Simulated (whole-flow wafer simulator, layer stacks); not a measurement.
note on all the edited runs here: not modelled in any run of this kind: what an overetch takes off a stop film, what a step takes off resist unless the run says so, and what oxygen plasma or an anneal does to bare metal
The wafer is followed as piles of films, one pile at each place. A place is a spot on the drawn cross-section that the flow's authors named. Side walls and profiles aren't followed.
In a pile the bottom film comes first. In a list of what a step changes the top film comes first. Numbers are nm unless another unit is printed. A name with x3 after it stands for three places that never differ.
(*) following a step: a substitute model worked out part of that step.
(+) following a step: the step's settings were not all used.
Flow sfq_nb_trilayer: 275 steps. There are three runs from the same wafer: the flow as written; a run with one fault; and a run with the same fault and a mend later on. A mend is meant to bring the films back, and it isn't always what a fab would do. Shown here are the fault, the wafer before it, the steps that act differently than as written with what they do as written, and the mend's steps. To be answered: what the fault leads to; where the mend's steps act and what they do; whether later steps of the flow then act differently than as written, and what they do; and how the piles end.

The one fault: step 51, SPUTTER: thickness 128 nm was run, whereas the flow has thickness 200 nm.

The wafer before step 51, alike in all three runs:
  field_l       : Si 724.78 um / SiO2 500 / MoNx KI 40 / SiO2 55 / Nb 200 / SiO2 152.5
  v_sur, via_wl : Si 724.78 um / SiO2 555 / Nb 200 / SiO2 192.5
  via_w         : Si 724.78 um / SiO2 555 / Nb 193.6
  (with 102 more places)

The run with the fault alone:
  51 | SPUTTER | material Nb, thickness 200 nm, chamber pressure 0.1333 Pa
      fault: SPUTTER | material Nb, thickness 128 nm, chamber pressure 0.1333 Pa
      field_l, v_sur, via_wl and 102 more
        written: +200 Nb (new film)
        fault: +128 Nb (new film)
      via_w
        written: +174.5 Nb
        fault: +112.5 Nb
  Later steps of the flow acting differently than as written (not shown: 3 more steps that differ only slightly, by at most 2% or 0.5 nm, whichever is larger):
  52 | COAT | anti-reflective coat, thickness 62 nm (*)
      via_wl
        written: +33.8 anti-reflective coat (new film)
        fault: +32.9 anti-reflective coat (new film)
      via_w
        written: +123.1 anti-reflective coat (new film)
        fault: +120 anti-reflective coat (new film)
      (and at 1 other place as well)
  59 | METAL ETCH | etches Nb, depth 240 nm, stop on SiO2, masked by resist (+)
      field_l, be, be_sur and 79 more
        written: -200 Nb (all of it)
        fault: -128 Nb (all of it)
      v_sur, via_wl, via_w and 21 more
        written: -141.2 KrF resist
        fault: -112.9 KrF resist
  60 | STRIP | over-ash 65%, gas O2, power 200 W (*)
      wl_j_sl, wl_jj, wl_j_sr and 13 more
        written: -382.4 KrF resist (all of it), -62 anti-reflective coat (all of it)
        fault: -410.6 KrF resist (all of it), -62 anti-reflective coat (all of it)
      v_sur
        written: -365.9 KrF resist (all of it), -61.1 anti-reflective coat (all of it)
        fault: -394.7 KrF resist (all of it), -60.9 anti-reflective coat (all of it)
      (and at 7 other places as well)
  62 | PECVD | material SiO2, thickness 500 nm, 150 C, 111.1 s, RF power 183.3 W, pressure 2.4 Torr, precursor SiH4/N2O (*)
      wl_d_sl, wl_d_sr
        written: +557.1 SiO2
        fault: +500 SiO2
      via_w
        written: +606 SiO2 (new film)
        fault: +588.3 SiO2 (new film)
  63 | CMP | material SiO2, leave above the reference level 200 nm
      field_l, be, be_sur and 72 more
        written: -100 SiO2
        fault: -172 SiO2
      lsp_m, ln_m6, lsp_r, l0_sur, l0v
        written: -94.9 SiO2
        fault: -172 SiO2
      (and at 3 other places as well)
  At field_l, v_sur, via_wl and 103 more, the piles at the end differ from the flow's by more than 2% or 0.5 nm, whichever is larger.
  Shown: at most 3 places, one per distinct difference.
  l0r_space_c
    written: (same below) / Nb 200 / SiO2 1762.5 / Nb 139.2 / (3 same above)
    fault: (same below) / Nb 200 / SiO2 1690.5 / Nb 139.2 / (3 same above)
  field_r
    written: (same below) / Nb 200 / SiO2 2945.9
    fault: (same below) / Nb 200 / SiO2 2873.9
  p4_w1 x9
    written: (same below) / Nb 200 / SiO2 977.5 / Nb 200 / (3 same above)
    fault: (same below) / Nb 200 / SiO2 905.5 / Nb 200 / (3 same above)

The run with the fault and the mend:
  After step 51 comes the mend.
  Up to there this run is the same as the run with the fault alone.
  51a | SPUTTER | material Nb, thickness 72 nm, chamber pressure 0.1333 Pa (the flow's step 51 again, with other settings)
      field_l, v_sur, via_wl and 102 more
        +72 Nb
      via_w
        +57.9 Nb
  Later steps of the flow that are run all act as written at every place that is followed, up to a difference of at most 2% or 0.5 nm, whichever is larger.
  When the end is reached, the piles differ only a little from the flow's at the places that both follow, at most by 2% or 0.5 nm, whichever is larger.
